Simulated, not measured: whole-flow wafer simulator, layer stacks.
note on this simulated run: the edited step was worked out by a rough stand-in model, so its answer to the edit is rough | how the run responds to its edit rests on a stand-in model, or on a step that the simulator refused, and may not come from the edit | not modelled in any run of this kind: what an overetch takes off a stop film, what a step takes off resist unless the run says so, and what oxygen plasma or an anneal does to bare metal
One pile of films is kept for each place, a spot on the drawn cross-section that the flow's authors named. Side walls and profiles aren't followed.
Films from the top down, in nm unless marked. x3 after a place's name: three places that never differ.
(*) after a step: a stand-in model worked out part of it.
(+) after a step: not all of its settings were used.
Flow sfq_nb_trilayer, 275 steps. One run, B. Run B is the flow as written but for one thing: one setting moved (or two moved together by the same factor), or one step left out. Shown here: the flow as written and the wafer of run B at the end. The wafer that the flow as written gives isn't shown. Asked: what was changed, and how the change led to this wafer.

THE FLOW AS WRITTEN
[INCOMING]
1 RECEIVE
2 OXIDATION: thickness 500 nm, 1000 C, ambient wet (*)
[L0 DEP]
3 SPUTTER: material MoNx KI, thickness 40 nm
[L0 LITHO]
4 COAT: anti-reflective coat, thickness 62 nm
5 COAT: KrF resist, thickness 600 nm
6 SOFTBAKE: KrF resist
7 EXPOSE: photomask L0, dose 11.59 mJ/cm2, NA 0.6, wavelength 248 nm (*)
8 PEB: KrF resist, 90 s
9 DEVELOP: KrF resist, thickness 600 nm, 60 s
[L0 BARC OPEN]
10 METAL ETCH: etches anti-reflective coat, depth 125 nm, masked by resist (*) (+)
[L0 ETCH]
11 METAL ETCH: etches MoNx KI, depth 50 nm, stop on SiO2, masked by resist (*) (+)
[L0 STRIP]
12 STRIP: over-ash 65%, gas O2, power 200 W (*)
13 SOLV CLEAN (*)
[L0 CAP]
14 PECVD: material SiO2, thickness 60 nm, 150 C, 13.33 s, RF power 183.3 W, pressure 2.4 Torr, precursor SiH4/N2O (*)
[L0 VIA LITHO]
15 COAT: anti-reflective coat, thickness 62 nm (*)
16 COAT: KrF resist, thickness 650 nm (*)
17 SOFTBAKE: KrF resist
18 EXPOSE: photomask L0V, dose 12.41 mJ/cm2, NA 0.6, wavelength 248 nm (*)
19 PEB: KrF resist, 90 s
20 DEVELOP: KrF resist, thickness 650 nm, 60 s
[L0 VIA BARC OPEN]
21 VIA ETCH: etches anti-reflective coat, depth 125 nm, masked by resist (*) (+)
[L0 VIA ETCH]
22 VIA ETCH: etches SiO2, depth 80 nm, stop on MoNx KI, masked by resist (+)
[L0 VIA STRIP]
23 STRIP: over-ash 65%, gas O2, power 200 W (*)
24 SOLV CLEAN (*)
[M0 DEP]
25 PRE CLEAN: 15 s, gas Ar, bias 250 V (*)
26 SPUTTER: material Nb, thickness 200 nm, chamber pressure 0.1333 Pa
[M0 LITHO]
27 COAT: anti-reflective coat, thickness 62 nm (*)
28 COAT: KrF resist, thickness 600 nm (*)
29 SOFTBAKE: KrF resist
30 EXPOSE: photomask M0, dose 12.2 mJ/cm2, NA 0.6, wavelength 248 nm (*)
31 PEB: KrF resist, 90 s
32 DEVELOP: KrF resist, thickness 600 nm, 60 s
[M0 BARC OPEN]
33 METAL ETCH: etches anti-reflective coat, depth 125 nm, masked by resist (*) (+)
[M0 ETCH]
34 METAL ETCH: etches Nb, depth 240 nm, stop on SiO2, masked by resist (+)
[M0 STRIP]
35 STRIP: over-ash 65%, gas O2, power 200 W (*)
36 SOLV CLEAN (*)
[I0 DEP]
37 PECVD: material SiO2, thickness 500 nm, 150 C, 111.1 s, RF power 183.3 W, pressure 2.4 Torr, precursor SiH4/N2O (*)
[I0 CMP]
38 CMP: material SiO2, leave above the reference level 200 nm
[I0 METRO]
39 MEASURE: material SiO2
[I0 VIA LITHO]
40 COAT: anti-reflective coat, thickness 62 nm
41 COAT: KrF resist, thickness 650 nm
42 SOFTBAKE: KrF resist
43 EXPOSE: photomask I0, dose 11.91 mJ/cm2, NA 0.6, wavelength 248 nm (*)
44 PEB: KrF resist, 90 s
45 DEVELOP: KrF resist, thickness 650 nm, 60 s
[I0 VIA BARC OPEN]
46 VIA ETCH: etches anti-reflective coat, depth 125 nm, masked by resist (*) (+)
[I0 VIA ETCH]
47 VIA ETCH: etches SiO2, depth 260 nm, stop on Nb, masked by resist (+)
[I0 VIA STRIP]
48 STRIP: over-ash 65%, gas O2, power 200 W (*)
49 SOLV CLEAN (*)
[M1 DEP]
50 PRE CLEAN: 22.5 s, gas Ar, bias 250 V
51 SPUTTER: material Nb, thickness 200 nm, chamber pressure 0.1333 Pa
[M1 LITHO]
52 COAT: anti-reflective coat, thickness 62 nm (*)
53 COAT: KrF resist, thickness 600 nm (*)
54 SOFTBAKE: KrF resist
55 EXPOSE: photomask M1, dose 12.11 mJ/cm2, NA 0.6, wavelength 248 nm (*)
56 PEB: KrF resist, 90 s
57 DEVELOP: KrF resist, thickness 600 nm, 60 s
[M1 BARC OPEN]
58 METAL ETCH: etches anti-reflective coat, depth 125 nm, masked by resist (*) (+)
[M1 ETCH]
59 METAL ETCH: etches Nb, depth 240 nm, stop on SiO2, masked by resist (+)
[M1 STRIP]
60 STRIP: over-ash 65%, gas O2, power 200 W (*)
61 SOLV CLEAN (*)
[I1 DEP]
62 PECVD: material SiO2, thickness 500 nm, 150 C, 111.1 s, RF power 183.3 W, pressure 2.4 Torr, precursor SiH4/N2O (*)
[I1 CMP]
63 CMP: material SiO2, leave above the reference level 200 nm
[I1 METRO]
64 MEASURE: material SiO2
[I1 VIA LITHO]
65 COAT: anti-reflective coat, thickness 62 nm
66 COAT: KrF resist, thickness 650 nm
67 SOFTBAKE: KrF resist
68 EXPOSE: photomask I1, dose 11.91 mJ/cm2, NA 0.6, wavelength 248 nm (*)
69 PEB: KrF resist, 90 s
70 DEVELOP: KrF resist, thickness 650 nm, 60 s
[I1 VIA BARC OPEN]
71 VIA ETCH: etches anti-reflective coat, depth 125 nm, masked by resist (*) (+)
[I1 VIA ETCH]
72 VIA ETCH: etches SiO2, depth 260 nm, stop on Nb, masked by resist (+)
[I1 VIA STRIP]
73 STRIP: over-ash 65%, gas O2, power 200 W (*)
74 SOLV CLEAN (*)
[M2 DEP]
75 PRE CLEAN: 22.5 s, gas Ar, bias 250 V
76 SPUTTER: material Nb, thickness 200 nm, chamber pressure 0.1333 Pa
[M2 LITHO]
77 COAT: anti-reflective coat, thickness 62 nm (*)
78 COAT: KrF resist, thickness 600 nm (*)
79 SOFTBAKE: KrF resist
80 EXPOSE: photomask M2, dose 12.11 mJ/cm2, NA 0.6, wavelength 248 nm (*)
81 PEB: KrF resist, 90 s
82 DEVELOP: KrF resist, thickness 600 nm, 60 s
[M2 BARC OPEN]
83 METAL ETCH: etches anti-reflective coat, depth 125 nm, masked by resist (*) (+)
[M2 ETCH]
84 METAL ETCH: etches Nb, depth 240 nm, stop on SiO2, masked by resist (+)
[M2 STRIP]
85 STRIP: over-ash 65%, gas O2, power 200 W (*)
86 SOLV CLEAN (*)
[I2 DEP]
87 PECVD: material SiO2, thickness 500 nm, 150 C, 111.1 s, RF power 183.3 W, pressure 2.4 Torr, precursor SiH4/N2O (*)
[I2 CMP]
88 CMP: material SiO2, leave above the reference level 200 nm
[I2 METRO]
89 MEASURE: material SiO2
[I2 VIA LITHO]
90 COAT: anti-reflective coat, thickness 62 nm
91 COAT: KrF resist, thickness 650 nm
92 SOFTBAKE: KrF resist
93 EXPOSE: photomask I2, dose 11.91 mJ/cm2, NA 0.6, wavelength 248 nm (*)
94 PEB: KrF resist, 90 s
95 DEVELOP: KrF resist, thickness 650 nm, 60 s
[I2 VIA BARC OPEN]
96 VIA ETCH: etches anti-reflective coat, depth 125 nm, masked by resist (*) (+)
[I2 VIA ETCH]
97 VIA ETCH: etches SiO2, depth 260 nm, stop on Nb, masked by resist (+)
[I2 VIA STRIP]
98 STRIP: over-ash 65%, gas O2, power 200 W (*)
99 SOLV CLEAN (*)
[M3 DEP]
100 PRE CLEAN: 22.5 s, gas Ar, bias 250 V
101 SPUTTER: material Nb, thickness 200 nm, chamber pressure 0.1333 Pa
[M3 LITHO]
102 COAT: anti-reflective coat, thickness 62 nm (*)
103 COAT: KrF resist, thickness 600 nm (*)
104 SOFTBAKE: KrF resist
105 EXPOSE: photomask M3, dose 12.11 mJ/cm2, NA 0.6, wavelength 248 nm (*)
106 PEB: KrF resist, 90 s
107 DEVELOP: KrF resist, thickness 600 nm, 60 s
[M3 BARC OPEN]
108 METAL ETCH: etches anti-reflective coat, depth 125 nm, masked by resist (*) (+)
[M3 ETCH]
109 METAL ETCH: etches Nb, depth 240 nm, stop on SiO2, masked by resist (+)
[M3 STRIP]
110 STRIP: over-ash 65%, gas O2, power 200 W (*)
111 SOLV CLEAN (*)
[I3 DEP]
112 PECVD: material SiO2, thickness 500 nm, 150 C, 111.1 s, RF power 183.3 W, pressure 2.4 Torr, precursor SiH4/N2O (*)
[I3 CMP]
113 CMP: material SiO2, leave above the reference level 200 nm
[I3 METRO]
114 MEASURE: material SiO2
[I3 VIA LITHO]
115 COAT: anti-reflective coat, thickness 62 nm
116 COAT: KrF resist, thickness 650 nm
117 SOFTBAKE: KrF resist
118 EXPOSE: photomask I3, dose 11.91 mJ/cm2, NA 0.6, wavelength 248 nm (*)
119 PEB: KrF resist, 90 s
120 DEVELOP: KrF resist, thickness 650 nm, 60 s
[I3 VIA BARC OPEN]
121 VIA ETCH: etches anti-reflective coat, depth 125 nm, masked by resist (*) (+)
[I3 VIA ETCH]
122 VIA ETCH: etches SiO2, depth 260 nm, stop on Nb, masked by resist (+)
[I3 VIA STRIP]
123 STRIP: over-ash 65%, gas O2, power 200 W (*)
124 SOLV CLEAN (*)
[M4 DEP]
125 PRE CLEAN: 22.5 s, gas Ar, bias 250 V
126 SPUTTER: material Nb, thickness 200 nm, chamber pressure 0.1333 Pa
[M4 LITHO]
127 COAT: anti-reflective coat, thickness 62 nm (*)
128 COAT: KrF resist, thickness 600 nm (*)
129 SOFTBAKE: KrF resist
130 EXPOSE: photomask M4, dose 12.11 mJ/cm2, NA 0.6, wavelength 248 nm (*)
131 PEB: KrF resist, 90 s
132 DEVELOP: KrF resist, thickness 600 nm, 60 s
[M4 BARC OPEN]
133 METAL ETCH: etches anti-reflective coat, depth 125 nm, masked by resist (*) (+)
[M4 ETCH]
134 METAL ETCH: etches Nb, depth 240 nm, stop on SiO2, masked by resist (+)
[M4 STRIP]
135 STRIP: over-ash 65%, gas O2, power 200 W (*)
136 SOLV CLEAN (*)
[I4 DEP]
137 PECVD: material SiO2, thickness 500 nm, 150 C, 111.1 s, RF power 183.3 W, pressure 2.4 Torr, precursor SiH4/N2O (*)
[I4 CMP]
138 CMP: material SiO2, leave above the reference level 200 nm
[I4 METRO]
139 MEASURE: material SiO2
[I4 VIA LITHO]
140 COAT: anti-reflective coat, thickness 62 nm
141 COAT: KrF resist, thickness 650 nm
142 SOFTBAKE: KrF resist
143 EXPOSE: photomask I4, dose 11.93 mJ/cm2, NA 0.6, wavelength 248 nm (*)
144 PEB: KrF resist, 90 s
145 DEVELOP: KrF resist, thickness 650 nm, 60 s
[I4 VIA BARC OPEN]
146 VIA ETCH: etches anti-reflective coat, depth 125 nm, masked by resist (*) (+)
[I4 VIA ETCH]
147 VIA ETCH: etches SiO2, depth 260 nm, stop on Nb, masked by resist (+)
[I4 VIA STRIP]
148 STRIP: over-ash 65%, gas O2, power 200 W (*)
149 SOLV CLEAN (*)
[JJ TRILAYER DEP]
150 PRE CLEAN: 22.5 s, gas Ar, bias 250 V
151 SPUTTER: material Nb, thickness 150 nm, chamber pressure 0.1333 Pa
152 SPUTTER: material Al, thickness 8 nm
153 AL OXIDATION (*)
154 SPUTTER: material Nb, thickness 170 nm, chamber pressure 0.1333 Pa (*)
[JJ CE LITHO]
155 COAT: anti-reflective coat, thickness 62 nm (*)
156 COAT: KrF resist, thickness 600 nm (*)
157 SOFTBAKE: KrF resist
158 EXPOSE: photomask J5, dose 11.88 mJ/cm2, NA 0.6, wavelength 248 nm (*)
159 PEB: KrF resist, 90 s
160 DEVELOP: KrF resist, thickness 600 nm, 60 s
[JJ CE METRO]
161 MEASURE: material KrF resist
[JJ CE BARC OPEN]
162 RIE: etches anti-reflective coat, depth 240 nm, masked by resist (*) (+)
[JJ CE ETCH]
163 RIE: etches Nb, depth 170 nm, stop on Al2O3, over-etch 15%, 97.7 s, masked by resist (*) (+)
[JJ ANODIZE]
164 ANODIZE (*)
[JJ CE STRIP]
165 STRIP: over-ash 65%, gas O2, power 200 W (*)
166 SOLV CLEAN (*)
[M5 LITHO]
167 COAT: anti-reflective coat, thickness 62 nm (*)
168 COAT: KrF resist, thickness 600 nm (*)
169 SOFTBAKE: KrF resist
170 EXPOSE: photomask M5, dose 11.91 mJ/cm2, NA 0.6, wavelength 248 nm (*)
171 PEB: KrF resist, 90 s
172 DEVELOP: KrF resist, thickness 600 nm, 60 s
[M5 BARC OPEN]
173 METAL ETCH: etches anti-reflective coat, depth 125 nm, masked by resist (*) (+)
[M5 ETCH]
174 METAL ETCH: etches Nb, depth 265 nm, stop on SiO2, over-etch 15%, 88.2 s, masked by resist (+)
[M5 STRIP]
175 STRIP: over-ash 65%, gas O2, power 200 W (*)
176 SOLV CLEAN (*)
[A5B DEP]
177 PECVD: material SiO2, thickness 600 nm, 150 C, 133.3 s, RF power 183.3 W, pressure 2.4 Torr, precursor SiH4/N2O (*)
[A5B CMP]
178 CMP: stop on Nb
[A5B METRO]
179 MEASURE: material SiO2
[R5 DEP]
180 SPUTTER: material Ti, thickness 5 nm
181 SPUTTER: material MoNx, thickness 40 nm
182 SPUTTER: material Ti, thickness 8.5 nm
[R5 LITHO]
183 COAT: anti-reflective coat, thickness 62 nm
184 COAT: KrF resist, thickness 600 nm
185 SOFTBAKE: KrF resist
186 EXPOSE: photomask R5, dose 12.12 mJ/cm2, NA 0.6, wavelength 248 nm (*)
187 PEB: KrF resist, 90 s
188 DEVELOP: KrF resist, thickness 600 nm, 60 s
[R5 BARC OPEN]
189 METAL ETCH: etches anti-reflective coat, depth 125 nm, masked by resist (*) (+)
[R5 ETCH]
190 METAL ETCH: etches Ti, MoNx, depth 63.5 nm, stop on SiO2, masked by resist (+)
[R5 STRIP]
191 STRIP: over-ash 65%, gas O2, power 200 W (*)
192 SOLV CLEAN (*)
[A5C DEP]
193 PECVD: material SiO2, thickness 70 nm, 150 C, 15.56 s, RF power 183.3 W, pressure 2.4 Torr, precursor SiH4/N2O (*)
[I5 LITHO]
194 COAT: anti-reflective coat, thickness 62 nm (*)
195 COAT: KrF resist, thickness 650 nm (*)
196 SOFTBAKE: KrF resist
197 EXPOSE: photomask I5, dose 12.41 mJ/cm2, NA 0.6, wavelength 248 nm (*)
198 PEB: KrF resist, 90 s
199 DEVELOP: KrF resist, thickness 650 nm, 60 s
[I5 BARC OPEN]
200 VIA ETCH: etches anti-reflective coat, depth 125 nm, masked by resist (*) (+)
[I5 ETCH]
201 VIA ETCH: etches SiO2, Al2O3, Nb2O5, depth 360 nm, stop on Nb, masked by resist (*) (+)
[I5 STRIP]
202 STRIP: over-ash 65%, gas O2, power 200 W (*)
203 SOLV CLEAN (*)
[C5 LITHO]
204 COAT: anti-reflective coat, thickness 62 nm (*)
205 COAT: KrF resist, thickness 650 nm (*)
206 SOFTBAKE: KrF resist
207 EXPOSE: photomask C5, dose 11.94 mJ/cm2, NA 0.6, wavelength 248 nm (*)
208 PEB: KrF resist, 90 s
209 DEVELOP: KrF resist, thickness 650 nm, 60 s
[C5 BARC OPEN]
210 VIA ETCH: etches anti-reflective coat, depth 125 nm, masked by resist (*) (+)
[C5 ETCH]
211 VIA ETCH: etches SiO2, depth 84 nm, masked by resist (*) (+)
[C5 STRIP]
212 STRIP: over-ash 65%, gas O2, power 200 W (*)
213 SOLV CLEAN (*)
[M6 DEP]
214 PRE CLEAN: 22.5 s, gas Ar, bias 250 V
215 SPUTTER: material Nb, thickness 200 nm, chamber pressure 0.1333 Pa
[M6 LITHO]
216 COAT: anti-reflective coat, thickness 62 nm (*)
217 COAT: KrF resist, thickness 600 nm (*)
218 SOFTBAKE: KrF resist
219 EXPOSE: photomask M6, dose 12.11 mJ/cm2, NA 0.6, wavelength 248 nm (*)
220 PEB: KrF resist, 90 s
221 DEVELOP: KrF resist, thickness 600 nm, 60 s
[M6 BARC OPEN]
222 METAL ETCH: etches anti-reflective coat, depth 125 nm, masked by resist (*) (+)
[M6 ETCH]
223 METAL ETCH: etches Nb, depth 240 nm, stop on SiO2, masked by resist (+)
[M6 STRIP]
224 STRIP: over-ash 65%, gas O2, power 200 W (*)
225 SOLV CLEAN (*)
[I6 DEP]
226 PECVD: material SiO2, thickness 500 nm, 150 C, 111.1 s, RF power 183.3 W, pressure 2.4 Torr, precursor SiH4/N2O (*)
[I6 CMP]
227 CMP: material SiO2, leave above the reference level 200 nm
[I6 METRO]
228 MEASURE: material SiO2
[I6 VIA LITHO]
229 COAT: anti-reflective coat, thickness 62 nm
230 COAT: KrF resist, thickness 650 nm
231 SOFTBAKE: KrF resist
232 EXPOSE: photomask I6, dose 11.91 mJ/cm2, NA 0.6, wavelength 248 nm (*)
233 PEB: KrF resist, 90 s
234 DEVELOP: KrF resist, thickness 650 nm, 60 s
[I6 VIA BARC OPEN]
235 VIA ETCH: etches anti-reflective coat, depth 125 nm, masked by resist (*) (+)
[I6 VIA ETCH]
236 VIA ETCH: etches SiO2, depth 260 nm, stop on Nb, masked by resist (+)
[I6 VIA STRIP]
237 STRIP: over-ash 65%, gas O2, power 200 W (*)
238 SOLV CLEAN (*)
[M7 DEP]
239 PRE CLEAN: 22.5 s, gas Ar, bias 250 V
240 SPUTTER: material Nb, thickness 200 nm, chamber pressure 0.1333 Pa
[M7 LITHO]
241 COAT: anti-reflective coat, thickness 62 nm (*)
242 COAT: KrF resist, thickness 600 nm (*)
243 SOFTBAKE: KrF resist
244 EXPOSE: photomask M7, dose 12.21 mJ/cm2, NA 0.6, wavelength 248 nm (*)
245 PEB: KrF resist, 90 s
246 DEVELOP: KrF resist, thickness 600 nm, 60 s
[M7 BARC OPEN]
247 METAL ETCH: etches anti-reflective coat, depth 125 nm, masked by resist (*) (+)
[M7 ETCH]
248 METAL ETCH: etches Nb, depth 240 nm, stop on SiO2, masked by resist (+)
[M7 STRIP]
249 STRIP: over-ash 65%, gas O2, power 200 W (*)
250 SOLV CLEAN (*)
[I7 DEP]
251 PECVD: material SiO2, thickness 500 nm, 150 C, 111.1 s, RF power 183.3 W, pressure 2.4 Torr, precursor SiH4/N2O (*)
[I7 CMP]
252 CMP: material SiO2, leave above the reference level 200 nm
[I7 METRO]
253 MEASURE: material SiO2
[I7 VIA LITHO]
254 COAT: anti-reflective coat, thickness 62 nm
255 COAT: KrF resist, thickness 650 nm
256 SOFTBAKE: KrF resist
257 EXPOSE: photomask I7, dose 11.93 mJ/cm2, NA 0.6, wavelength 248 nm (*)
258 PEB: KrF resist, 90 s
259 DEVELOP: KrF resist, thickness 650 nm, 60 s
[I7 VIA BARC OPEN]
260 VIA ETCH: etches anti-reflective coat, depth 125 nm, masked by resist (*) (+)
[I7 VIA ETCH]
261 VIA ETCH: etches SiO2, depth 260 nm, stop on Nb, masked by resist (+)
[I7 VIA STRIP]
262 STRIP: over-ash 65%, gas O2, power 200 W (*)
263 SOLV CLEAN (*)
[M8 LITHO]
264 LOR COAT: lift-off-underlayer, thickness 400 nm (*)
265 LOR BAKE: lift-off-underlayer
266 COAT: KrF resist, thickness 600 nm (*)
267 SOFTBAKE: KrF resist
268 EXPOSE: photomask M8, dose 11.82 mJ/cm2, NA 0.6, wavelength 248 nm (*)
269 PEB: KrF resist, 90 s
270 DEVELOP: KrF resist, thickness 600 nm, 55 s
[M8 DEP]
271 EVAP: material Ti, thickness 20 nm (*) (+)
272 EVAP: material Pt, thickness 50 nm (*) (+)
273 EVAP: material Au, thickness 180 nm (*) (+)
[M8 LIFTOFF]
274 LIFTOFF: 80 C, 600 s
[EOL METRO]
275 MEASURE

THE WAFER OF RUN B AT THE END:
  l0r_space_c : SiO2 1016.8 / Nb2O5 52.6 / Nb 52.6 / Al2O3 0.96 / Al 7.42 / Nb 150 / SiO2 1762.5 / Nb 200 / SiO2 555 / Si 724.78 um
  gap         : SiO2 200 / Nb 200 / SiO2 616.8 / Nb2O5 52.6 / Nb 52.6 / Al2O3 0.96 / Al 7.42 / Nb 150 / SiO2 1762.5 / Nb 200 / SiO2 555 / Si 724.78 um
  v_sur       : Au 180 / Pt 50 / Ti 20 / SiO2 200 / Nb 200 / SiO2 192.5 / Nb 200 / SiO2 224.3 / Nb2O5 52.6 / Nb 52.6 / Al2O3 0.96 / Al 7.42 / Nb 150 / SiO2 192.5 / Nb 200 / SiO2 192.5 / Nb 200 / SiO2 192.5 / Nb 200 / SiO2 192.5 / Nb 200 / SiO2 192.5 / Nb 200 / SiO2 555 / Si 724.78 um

The cause: step 154, SPUTTER: thickness 267 nm was run, where the flow has thickness 170 nm.

How the change led to this, step by step:
  154 SPUTTER: material Nb, thickness 170 nm, chamber pressure 0.1333 Pa (*)
      field_l, v_sur, via_sp and 100 more: Nb +267 (new film) (as written it would be: Nb +170 (new film))
      via_wl, via_wr: Nb +221.9 (new film) (as written it would be: Nb +140.7 (new film))
      (and at 1 more place)
  155 COAT: anti-reflective coat, thickness 62 nm (*)
      via_wl, via_wr: anti-reflective coat +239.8 (new film) (as written it would be: anti-reflective coat +209.4 (new film))
      via_w: anti-reflective coat +107.7 (new film) (as written it would be: anti-reflective coat +97.4 (new film))
  156 COAT: KrF resist, thickness 600 nm (*)
      via_wl: KrF resist +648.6 (new film) (as written it would be: KrF resist +663 (new film))
      via_wr: KrF resist +648.7 (new film) (as written it would be: KrF resist +663.2 (new film))
  160 DEVELOP: KrF resist, thickness 600 nm, 60 s
      via_wl: KrF resist -647.2 (all of it) (as written it would be: KrF resist -661.6 (all of it))
      via_wr: KrF resist -647.4 (all of it) (as written it would be: KrF resist -661.8 (all of it))
  162 RIE: etches anti-reflective coat, depth 240 nm, masked by resist (*) (+)
      ce_l, c5j, ce_r, wl_jj: KrF resist -239.8 (as written it would be: KrF resist -209.4)
      via_wl, via_wr: anti-reflective coat -239.8 (all of it) (as written it would be: anti-reflective coat -209.4 (all of it))
      (and at 1 more place)
  163 RIE: etches Nb, depth 170 nm, stop on Al2O3, over-etch 15%, 97.7 s, masked by resist (*) (+)
      field_l, v_sur, via_sp and 96 more: Nb -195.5 (as written it would be: Nb -170 (all of it), Al2O3 -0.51)
      via_wl, via_wr: Nb -195.5 (as written it would be: Nb -140.7 (all of it), Al2O3 -0.96 (all of it))
      (and at 1 more place)
  164 ANODIZE (*)
      field_l, v_sur, via_sp and 96 more: Nb2O5 +52.6 (new film), Nb -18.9 (as written it would be: Al2O3 +12.2, Nb2O5 +29.9 (new film), Al -7.42 (all of it), Nb -10.8)
      via_wl, via_wr: Nb2O5 +52.6 (new film), Nb -18.9 (as written it would be: Al2O3 +7.52 (new film), Nb2O5 +39.2 (new film), Al -4.56 (all of it), Nb -14.1)
      (and at 1 more place)
  165 STRIP: over-ash 65%, gas O2, power 200 W (*)
      ce_l: KrF resist -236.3 (all of it), anti-reflective coat -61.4 (all of it) (as written it would be: KrF resist -266.8 (all of it), anti-reflective coat -61.4 (all of it))
      c5j: KrF resist -236.4 (all of it), anti-reflective coat -61.5 (all of it) (as written it would be: KrF resist -266.9 (all of it), anti-reflective coat -61.5 (all of it))
      (and at 2 more places)
  167 COAT: anti-reflective coat, thickness 62 nm (*)
      wl_j_sl, wl_j_sr: anti-reflective coat +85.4 (new film) (as written it would be: anti-reflective coat +83.3 (new film))
      via_wl: anti-reflective coat +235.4 (new film) (as written it would be: anti-reflective coat +170.5 (new film))
      (and at 8 more places)
  168 COAT: KrF resist, thickness 600 nm (*)
      via_wl: KrF resist +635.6 (new film) (as written it would be: KrF resist +656 (new film))
      via_w: KrF resist +754.8 (new film) (as written it would be: KrF resist +732.6 (new film))
      (and at 1 more place)
  174 METAL ETCH: etches Nb, depth 265 nm, stop on SiO2, over-etch 15%, 88.2 s, masked by resist (+)
      field_l, r_sur, res and 50 more: Nb2O5 -52.6 (all of it), Nb -52.6 (all of it), Al2O3 -0.96 (all of it), Al -7.42 (all of it), Nb -150 (all of it) (as written it would be: Al2O3 -12.6 (all of it), Nb2O5 -29.9 (all of it), Nb -139.2 (all of it), SiO2 -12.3)
  175 STRIP: over-ash 65%, gas O2, power 200 W (*)
      via_wl: KrF resist -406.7 (all of it), anti-reflective coat -235.4 (all of it) (as written it would be: KrF resist -427 (all of it), anti-reflective coat -170.5 (all of it))
      via_w: KrF resist -525.6 (all of it), anti-reflective coat -101.8 (all of it) (as written it would be: KrF resist -503.5 (all of it), anti-reflective coat -84.1 (all of it))
      (and at 9 more places)
  177 PECVD: material SiO2, thickness 600 nm, 150 C, 133.3 s, RF power 183.3 W, pressure 2.4 Torr, precursor SiH4/N2O (*)
      via_wl, via_wr: SiO2 +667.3 (new film) (as written it would be: SiO2 +600 (new film))
      via_w: SiO2 +664.8 (new film) (as written it would be: SiO2 +600 (new film))
  178 CMP: stop on Nb
      v_sur, via_sp, via_v and 43 more: SiO2 -438.2 (as written it would be: SiO2 -453.5)
      field_l, p4_fl, p4_fm and 39 more: SiO2 -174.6 (as written it would be: SiO2 -259.3)
      (and at 11 more places)
  201 VIA ETCH: etches SiO2, Al2O3, Nb2O5, depth 360 nm, stop on Nb, masked by resist (*) (+)
      be: SiO2 -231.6 (all of it), Nb2O5 -52.6 (all of it) (as written it would be: SiO2 -216.4 (all of it), Al2O3 -12.7 (all of it), Nb2O5 -29.9 (all of it))
  204 COAT: anti-reflective coat, thickness 62 nm (*)
      be: anti-reflective coat +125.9 (new film) (as written it would be: anti-reflective coat +122.2 (new film))
  ... 6 more steps ...
  226 PECVD: material SiO2, thickness 500 nm, 150 C, 111.1 s, RF power 183.3 W, pressure 2.4 Torr, precursor SiH4/N2O (*)
      be: SiO2 +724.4 (new film) (as written it would be: SiO2 +693.5 (new film))
Counting metal films that touch as one body, l0r_space_c has 3 bodies (between them, from the top down: Al2O3 0.96; SiO2 1762.5); the flow as written gives 2 bodies (between them, from the top down: SiO2 1762.5).
Counting metal films that touch as one body, gap has 4 bodies (between them, from the top down: SiO2 616.8 / Nb2O5 52.6; Al2O3 0.96; SiO2 1762.5); the flow as written gives 3 bodies (between them, from the top down: SiO2 601.5 / Al2O3 12.7 / Nb2O5 29.9; SiO2 1762.5).
Counting metal films that touch as one body, v_sur has 10 bodies (between them, from the top down: SiO2 200; SiO2 192.5; SiO2 224.3 / Nb2O5 52.6; Al2O3 0.96; SiO2 192.5; SiO2 192.5; SiO2 192.5; SiO2 192.5; SiO2 192.5); the flow as written gives 9 bodies (between them, from the top down: SiO2 200; SiO2 192.5; SiO2 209 / Al2O3 12.7 / Nb2O5 29.9; SiO2 192.5; SiO2 192.5; SiO2 192.5; SiO2 192.5; SiO2 192.5).
